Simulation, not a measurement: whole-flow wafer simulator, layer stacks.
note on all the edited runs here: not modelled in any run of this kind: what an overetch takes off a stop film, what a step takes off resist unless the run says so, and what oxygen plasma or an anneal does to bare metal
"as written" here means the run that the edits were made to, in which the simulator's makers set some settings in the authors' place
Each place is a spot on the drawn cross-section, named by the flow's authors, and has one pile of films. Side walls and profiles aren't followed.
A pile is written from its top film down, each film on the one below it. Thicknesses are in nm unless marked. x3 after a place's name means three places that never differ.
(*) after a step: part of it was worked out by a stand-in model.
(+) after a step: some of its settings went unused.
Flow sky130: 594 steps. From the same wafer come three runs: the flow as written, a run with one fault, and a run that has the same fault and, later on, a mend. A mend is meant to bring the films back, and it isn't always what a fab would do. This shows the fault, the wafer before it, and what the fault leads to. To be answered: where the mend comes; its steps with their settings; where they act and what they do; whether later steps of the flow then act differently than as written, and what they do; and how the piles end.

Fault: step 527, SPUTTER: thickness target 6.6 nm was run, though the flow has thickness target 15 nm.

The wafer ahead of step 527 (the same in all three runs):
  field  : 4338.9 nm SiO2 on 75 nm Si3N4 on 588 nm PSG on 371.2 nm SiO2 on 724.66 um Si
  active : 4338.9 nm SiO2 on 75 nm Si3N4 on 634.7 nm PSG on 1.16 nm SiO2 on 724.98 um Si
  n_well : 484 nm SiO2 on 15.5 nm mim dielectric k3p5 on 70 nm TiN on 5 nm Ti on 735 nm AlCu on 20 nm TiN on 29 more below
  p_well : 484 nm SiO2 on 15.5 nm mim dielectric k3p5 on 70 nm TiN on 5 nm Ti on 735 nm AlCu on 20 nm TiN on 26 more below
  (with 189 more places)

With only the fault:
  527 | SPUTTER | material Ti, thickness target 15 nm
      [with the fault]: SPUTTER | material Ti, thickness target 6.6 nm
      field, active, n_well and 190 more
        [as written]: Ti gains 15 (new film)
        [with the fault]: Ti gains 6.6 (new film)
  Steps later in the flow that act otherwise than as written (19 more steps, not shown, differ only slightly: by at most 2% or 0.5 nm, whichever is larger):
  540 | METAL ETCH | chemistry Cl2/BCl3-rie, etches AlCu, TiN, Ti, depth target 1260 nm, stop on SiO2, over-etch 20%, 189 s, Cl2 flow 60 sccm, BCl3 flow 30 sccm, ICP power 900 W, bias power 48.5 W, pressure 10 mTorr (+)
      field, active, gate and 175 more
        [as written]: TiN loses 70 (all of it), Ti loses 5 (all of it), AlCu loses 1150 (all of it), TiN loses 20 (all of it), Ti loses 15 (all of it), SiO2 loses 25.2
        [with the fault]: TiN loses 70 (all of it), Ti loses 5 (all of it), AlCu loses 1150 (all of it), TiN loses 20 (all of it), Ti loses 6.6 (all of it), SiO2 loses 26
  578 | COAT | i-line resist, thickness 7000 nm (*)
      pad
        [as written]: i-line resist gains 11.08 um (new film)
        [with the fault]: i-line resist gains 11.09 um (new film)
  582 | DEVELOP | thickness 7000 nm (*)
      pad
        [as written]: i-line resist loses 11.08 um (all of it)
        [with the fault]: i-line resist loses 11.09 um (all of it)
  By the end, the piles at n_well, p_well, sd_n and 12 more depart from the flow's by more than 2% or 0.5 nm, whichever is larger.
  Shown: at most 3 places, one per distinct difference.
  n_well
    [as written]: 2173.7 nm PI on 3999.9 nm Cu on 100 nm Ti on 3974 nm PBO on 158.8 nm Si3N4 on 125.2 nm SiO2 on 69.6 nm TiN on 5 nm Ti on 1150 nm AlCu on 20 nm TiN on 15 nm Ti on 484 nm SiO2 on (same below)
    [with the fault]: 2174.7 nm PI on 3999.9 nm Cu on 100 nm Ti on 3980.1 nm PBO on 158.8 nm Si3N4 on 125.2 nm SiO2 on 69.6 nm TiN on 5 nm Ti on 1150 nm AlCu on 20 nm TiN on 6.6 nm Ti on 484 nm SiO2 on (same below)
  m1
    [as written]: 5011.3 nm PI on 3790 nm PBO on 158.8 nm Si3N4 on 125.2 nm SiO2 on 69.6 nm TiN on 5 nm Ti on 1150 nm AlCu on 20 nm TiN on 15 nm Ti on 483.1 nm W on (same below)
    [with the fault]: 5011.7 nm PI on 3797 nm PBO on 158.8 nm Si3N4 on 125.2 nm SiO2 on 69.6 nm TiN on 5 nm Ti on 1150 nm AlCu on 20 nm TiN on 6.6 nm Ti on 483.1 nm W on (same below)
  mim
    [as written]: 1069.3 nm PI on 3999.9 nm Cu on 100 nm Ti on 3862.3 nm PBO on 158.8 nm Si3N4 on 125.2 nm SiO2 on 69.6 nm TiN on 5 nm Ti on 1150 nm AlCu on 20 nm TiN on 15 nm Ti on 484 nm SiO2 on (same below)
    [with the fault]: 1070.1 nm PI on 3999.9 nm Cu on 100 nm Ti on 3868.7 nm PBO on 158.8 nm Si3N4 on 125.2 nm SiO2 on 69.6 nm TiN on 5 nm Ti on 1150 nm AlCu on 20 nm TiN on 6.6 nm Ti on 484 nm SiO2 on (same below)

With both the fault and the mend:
  The mend stands after step 527.
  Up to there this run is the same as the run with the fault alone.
  527a | SPUTTER | material Ti, thickness target 8.4 nm (a further turn of the flow's step 527, with different settings)
      field, active, n_well and 190 more
        Ti gains 8.4
  Every later step of the flow that is run acts as written at every place that is followed.
  The piles end the same as the flow's at every place that both follow.
